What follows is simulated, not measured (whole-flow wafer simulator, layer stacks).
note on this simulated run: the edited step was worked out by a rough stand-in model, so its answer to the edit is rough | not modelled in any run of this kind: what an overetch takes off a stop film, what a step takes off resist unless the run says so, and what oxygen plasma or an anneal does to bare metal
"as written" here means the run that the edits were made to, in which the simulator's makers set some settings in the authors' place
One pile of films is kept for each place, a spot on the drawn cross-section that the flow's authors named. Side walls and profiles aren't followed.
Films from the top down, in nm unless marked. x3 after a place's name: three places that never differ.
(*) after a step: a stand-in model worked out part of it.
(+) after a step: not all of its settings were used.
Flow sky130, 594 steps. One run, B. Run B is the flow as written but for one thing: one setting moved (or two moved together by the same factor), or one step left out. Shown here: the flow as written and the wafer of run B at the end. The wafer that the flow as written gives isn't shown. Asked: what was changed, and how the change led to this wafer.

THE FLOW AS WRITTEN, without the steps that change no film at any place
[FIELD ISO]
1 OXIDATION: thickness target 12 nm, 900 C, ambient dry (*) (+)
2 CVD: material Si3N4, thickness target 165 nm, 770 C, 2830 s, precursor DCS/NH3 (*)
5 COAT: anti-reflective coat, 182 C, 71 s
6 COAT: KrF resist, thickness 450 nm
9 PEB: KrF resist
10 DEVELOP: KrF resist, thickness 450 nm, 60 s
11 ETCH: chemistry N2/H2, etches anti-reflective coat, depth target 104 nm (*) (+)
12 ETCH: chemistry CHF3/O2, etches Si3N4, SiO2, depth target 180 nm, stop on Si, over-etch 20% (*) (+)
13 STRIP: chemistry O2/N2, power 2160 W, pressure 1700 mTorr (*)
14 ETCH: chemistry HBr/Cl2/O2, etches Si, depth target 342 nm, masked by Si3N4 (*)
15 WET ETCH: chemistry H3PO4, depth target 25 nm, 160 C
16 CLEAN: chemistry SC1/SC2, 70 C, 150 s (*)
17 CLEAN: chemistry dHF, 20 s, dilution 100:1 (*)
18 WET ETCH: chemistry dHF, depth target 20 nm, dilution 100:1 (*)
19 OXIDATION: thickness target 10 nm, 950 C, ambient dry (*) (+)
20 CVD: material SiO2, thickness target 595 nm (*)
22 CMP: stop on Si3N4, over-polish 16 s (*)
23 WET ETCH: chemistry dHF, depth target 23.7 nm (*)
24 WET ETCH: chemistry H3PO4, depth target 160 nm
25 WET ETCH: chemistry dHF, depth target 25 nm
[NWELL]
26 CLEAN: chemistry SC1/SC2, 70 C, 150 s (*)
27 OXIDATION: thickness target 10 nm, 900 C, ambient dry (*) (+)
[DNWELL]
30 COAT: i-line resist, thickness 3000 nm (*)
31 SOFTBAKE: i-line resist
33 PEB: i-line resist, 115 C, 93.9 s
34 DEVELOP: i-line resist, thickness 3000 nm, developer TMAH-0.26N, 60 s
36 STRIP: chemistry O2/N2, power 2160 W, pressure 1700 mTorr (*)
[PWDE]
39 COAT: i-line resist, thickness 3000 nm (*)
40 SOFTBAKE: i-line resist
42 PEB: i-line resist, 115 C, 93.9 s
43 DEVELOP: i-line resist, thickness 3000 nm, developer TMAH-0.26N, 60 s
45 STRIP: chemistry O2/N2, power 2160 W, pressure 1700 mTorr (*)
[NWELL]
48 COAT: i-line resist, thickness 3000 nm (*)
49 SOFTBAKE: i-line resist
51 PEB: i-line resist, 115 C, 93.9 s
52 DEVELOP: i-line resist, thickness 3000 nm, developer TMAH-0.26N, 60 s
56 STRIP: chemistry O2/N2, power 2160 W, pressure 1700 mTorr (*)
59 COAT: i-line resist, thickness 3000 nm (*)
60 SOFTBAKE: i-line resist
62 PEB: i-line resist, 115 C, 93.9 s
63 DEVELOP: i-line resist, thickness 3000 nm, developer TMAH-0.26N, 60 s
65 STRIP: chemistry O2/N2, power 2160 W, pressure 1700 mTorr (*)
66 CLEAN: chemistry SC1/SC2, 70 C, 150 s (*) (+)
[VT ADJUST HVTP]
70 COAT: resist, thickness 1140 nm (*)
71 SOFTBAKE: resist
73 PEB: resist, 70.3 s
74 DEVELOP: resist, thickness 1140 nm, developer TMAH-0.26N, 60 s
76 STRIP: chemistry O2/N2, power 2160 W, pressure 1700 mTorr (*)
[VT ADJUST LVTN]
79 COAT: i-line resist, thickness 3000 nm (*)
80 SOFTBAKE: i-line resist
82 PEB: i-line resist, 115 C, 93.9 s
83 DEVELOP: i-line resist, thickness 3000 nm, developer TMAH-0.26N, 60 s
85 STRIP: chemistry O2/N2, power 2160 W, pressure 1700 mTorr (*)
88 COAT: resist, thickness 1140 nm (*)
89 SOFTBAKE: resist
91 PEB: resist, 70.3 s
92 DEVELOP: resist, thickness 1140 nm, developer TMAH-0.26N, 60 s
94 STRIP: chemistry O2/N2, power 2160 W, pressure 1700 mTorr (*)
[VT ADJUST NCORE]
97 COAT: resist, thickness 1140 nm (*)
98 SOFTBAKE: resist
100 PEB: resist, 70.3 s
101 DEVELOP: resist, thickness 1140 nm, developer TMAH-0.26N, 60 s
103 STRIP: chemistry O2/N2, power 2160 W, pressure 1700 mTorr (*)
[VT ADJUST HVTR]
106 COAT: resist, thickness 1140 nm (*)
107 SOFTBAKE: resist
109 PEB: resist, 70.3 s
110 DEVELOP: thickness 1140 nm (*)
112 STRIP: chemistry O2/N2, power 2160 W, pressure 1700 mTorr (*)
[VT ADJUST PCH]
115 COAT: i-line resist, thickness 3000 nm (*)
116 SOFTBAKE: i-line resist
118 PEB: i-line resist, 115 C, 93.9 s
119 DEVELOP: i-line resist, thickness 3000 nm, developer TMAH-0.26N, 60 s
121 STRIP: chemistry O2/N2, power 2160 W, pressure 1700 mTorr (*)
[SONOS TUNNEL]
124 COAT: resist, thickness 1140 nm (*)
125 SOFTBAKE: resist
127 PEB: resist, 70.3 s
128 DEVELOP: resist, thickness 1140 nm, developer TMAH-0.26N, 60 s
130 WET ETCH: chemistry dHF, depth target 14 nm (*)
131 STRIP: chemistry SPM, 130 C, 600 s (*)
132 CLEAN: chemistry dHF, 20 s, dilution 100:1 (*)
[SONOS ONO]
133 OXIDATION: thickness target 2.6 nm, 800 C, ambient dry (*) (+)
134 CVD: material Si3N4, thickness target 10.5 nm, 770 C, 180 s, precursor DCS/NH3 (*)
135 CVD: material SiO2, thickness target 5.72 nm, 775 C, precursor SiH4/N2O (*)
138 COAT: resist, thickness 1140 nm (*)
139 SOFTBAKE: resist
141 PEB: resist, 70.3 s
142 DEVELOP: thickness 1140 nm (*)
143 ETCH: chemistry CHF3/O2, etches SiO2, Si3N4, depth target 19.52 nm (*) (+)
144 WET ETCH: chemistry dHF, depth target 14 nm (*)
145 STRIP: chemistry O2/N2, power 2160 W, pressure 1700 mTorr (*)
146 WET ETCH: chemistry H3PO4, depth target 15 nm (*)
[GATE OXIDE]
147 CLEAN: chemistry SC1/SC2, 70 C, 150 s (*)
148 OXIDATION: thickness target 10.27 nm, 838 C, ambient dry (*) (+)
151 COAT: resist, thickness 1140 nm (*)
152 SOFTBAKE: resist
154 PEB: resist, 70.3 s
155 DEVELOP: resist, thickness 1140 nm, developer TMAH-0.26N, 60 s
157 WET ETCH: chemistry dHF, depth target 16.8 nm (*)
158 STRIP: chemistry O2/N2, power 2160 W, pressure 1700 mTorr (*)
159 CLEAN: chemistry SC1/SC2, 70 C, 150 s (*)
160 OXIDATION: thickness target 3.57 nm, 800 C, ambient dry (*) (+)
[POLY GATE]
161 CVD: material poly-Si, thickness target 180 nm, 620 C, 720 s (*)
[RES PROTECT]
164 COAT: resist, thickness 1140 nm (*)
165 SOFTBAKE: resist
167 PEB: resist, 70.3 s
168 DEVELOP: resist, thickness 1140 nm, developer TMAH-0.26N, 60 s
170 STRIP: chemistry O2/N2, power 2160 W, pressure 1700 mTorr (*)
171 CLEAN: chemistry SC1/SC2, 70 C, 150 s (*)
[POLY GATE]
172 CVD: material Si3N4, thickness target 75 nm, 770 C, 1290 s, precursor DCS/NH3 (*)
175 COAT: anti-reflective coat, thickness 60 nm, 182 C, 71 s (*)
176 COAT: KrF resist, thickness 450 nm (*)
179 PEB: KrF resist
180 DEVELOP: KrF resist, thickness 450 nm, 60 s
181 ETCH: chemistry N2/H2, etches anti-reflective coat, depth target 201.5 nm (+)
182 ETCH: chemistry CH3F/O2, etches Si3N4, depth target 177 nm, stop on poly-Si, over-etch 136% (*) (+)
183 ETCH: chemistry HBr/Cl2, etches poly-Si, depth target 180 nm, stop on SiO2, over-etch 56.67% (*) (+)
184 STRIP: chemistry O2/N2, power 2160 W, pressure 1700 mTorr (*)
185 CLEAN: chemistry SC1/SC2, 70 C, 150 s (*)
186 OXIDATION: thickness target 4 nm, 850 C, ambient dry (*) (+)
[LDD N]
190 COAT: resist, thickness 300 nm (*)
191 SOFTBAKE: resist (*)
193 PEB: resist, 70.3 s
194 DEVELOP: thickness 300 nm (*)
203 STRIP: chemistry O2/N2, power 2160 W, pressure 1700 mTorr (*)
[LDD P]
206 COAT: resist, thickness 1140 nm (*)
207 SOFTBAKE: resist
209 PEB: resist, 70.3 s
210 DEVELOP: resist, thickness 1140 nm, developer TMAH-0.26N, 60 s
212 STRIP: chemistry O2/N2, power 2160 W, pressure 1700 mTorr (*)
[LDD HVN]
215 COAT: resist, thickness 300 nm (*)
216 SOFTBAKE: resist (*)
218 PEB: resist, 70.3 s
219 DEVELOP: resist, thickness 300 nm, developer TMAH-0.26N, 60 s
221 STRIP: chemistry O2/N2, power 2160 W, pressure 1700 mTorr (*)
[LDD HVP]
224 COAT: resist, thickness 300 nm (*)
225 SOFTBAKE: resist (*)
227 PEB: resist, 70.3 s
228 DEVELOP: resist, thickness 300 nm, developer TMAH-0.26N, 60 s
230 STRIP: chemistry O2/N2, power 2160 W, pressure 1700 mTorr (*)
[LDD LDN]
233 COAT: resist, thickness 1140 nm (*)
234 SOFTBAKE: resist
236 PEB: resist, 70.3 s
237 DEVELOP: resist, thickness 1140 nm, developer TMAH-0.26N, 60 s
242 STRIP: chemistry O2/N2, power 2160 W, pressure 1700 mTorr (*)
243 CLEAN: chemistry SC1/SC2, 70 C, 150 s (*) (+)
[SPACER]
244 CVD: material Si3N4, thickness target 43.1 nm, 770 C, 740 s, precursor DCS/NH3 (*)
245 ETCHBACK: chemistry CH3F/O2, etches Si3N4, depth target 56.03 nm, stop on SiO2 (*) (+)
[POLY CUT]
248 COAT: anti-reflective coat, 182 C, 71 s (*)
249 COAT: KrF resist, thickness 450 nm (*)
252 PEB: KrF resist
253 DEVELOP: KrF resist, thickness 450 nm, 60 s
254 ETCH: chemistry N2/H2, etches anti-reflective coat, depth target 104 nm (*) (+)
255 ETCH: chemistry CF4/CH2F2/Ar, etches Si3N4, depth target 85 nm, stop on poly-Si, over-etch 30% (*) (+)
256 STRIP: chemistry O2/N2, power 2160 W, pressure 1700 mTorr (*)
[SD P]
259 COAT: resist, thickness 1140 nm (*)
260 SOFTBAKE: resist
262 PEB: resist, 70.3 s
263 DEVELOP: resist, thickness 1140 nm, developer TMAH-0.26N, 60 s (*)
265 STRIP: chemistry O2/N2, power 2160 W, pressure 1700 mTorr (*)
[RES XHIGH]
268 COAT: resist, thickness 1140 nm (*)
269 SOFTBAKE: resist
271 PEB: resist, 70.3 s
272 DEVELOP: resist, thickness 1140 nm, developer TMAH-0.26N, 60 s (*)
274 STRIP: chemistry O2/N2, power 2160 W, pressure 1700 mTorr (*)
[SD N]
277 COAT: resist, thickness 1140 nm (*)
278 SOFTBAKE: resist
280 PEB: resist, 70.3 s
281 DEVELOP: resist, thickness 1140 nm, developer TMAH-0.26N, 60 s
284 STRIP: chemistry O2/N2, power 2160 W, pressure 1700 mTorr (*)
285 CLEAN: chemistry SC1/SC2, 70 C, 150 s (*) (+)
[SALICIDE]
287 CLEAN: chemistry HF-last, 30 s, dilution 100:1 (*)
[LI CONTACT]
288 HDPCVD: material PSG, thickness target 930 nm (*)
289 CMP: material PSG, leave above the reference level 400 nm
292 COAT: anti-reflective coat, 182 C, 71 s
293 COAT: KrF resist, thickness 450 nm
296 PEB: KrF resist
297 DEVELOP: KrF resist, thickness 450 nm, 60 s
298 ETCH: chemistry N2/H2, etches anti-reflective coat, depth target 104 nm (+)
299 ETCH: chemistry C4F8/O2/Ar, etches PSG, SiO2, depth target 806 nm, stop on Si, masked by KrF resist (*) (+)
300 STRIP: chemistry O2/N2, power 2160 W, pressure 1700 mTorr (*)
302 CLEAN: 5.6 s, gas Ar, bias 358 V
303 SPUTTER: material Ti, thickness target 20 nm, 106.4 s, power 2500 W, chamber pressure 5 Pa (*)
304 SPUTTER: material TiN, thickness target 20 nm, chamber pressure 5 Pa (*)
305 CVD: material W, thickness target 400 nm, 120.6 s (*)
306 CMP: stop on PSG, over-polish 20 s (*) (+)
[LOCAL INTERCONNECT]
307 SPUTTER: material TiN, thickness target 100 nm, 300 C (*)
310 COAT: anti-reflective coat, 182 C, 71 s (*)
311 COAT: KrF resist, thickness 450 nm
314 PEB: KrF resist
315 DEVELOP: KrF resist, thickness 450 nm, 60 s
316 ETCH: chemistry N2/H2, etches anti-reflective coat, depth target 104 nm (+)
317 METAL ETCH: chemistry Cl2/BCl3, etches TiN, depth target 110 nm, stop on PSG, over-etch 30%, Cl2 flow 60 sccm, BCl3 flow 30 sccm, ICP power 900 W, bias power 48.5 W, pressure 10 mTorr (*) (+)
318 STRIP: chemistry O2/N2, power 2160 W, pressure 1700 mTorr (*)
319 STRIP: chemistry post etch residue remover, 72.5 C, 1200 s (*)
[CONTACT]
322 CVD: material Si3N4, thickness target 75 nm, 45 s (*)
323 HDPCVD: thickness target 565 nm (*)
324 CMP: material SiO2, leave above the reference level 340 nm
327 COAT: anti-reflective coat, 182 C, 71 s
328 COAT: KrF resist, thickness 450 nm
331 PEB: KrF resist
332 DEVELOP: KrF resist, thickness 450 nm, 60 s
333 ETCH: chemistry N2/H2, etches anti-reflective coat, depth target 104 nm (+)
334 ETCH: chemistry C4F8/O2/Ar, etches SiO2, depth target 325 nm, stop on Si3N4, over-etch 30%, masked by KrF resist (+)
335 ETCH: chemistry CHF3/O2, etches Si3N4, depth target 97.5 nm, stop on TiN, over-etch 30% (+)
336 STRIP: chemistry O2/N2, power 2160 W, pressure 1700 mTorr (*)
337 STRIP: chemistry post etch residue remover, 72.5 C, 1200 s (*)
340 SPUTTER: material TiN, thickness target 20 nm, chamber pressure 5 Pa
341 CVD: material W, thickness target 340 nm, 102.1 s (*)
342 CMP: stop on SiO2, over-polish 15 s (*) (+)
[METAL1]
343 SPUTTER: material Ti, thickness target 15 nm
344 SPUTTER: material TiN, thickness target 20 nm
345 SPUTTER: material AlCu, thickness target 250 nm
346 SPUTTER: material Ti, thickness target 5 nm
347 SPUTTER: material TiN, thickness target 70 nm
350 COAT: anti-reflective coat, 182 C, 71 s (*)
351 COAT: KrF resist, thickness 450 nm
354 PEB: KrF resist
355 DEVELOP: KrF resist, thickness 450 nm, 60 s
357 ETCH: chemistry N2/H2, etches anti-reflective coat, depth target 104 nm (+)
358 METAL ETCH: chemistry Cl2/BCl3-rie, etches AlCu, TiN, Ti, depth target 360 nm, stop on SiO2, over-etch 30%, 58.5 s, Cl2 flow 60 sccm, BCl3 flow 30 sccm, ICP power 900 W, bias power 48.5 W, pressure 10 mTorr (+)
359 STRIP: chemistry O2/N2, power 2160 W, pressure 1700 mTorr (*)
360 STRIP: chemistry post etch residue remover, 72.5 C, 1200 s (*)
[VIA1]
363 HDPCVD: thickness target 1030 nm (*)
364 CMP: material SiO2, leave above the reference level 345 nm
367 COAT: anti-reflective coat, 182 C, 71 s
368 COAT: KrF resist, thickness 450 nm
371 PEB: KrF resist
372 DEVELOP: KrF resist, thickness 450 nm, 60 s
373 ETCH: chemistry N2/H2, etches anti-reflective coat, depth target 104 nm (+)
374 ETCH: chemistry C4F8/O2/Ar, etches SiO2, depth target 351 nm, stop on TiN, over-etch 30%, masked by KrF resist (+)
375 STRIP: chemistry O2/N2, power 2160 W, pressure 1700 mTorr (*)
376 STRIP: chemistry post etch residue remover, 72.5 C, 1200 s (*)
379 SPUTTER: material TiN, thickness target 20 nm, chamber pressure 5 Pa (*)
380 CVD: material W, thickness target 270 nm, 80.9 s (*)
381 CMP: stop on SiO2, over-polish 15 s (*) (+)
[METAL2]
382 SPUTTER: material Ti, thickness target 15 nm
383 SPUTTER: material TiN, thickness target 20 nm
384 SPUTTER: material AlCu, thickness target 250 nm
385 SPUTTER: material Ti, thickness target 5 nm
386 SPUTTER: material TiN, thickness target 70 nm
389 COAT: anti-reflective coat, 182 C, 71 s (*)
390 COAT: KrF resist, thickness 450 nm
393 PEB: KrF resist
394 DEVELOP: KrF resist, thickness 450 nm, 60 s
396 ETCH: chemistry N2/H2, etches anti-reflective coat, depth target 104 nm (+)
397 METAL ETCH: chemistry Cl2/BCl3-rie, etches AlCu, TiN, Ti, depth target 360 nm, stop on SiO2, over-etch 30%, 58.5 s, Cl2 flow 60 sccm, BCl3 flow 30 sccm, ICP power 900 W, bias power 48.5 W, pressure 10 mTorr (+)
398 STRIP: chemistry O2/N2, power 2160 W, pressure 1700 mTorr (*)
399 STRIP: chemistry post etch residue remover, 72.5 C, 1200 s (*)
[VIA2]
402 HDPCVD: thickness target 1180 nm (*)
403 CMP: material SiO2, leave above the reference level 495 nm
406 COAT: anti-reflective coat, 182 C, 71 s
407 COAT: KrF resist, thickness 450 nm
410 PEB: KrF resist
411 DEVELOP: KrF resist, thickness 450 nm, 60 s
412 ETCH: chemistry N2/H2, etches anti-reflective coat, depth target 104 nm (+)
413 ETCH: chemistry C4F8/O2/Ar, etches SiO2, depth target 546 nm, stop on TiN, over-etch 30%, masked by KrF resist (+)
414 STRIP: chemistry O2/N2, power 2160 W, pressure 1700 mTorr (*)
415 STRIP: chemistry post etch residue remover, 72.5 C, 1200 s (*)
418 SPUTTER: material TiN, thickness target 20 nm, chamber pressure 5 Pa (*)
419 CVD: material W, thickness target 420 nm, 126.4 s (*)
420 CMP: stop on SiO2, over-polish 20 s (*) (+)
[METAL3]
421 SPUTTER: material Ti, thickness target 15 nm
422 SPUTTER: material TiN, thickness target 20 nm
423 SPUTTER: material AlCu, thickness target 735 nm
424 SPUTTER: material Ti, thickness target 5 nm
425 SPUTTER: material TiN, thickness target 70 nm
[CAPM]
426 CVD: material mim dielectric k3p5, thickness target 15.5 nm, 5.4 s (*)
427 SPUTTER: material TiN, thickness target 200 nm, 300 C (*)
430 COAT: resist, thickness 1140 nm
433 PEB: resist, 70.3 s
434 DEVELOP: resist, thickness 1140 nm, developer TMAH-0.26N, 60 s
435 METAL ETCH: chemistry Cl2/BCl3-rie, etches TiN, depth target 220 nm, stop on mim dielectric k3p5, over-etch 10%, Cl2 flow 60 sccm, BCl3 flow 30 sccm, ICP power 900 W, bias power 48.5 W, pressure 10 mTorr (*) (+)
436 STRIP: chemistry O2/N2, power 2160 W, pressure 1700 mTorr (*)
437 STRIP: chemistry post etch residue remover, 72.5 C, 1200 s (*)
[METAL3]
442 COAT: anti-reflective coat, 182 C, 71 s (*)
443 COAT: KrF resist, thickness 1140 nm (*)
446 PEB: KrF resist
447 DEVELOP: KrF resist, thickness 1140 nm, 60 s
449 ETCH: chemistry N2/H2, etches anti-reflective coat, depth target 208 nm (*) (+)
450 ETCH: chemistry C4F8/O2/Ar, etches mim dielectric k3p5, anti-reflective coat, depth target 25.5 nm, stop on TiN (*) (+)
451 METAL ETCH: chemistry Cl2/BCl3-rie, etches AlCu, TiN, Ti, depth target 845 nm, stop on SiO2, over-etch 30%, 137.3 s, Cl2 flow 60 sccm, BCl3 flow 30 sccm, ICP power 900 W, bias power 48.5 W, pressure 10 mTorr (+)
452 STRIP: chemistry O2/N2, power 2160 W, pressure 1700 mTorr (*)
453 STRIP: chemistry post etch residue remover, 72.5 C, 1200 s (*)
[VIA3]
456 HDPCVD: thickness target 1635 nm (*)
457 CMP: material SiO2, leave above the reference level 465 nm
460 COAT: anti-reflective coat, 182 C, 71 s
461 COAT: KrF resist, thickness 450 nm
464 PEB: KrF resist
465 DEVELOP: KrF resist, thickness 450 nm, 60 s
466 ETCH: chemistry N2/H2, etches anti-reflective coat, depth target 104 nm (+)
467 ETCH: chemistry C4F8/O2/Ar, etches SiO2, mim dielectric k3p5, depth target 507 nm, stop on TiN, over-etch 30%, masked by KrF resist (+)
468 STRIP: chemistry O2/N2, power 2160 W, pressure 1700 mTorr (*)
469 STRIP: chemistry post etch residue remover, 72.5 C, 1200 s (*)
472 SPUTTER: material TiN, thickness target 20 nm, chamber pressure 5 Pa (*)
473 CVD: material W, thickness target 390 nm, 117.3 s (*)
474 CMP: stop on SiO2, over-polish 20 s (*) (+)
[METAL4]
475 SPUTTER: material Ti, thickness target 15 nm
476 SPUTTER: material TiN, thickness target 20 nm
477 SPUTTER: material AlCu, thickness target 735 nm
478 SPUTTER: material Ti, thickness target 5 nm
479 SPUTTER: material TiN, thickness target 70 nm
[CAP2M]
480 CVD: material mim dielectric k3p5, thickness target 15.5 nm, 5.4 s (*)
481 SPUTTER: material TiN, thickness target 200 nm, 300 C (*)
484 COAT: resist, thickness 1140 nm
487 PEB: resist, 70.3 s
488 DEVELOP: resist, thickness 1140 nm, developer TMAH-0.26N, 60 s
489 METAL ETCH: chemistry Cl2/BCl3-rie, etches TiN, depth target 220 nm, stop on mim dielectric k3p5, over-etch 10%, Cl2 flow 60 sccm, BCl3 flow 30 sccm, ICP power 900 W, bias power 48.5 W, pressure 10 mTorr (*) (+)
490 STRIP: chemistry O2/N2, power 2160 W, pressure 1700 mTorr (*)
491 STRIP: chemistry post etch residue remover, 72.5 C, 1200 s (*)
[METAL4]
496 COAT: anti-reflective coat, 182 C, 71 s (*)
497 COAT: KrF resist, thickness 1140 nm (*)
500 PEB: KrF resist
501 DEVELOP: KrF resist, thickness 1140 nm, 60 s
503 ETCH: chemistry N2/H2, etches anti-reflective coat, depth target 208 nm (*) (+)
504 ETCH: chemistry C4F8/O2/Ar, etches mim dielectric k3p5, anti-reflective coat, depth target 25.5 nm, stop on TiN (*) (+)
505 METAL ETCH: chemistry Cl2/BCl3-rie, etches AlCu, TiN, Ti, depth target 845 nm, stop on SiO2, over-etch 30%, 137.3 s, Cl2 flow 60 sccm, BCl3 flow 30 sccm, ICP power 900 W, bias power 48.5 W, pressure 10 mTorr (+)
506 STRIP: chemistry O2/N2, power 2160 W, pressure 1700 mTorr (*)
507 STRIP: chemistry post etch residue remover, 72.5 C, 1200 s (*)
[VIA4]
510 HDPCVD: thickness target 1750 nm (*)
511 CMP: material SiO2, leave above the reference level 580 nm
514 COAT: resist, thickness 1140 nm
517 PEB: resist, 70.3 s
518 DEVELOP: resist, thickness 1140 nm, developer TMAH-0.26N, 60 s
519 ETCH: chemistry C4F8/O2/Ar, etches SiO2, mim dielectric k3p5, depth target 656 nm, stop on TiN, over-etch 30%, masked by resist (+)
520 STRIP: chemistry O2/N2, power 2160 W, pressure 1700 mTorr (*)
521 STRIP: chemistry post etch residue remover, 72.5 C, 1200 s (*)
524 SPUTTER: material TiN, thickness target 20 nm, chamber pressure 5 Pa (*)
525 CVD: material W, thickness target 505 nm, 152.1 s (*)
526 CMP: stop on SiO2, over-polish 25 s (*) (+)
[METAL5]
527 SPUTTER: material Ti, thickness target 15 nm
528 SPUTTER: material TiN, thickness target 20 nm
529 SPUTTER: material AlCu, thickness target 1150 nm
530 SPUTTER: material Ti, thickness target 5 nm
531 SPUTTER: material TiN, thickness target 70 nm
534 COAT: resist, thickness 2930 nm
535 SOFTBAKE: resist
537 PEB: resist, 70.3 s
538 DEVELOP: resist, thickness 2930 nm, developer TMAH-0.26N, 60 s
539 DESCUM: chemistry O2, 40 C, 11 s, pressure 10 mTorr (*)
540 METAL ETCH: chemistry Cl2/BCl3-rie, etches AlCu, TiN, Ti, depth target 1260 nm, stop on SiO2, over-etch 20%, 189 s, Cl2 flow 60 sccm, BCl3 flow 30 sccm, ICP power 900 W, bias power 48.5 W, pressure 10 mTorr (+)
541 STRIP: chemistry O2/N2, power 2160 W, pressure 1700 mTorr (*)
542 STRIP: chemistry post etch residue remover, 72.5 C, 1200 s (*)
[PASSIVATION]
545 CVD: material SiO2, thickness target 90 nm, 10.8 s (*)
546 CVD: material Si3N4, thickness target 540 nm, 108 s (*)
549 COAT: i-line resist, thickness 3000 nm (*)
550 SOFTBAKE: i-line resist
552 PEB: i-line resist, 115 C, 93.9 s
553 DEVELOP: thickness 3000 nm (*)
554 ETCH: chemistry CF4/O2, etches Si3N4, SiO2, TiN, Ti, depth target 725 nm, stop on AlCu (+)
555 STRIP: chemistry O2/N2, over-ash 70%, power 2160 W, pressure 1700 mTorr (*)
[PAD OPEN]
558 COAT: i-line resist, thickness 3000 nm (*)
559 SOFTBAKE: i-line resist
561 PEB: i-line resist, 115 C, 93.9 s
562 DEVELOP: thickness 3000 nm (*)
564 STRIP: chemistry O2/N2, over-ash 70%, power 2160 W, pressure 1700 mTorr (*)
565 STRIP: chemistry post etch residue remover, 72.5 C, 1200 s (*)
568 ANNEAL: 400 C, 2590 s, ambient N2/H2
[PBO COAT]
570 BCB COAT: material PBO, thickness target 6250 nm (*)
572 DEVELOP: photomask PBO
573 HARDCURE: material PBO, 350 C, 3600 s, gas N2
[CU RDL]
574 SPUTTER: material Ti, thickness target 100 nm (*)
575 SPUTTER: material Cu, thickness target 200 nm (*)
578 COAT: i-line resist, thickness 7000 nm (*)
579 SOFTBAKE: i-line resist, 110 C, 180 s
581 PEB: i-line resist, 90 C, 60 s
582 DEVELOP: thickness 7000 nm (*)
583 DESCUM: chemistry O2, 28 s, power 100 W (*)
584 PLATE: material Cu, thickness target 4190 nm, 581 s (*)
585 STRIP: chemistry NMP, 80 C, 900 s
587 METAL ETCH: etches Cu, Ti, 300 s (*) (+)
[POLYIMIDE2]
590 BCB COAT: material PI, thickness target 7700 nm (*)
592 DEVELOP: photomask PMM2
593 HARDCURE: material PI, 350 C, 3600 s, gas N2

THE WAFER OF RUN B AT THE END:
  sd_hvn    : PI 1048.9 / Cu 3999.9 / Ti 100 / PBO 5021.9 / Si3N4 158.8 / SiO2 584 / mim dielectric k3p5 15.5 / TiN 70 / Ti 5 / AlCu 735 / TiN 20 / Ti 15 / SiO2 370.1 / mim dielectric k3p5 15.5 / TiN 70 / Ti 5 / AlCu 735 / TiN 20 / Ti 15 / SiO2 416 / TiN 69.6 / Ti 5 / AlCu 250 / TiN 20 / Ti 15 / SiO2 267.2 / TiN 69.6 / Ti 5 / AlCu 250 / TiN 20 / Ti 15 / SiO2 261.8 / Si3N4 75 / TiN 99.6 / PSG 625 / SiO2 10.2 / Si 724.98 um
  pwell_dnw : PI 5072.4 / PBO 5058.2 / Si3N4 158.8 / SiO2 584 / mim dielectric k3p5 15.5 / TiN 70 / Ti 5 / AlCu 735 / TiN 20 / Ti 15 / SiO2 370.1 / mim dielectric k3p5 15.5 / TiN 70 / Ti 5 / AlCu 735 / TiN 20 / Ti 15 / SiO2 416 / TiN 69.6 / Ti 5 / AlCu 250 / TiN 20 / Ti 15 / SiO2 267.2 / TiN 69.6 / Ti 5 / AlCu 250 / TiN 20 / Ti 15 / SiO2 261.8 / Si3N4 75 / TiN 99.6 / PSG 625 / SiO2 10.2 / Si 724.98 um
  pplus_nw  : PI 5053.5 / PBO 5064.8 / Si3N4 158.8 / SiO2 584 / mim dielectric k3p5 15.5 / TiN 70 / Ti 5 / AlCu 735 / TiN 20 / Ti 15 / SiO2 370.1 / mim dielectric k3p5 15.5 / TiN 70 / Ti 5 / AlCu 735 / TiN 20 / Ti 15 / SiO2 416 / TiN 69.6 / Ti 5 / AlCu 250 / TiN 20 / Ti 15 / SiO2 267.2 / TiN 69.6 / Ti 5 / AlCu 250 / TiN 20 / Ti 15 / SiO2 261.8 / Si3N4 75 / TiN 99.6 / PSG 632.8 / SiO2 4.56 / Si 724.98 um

The cause: step 186, OXIDATION: 935 C was run, where the flow has 850 C.

How the change led to this, step by step:
  186 OXIDATION: thickness target 4 nm, 850 C, ambient dry (*) (+)
      field, mim, vpp_sp and 33 more: SiO2 +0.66, Si -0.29 (as written it would be: SiO2 +0.15, Si -0.06)
      active, p_well, spacer and 26 more: SiO2 +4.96, Si -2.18 (as written it would be: SiO2 +1.55, Si -0.68)
      (and at 34 more places)
  248 COAT: anti-reflective coat, 182 C, 71 s (*)
      gate_hv: anti-reflective coat +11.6 (new film) (as written it would be: anti-reflective coat +10.9 (new film))
      gate_p_g5v0: anti-reflective coat +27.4 (new film) (as written it would be: anti-reflective coat +26.8 (new film))
      (and at 5 more places)
  256 STRIP: chemistry O2/N2, power 2160 W, pressure 1700 mTorr (*)
      gate_hv: KrF resist -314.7 (all of it), anti-reflective coat -11.6 (all of it) (as written it would be: KrF resist -314.7 (all of it), anti-reflective coat -10.9 (all of it))
      gate_p_g5v0: KrF resist -317.6 (all of it), anti-reflective coat -27.4 (all of it) (as written it would be: KrF resist -317.7 (all of it), anti-reflective coat -26.8 (all of it))
      (and at 5 more places)
  299 ETCH: chemistry C4F8/O2/Ar, etches PSG, SiO2, depth target 806 nm, stop on Si, masked by KrF resist (*) (+)
      contact, ndiff_licon, ndiff_licon_cpp: PSG -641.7 (all of it), SiO2 -4.56 (all of it) (as written it would be: PSG -643.6 (all of it), SiO2 -1.16 (all of it))
  303 SPUTTER: material Ti, thickness target 20 nm, 106.4 s, power 2500 W, chamber pressure 5 Pa (*)
      ndiff_licon_cpp: Ti +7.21 (new film) (as written it would be: Ti +6.53 (new film))
  304 SPUTTER: material TiN, thickness target 20 nm, chamber pressure 5 Pa (*)
      ndiff_licon_cpp: TiN +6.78 (new film) (as written it would be: TiN +6.17 (new film))
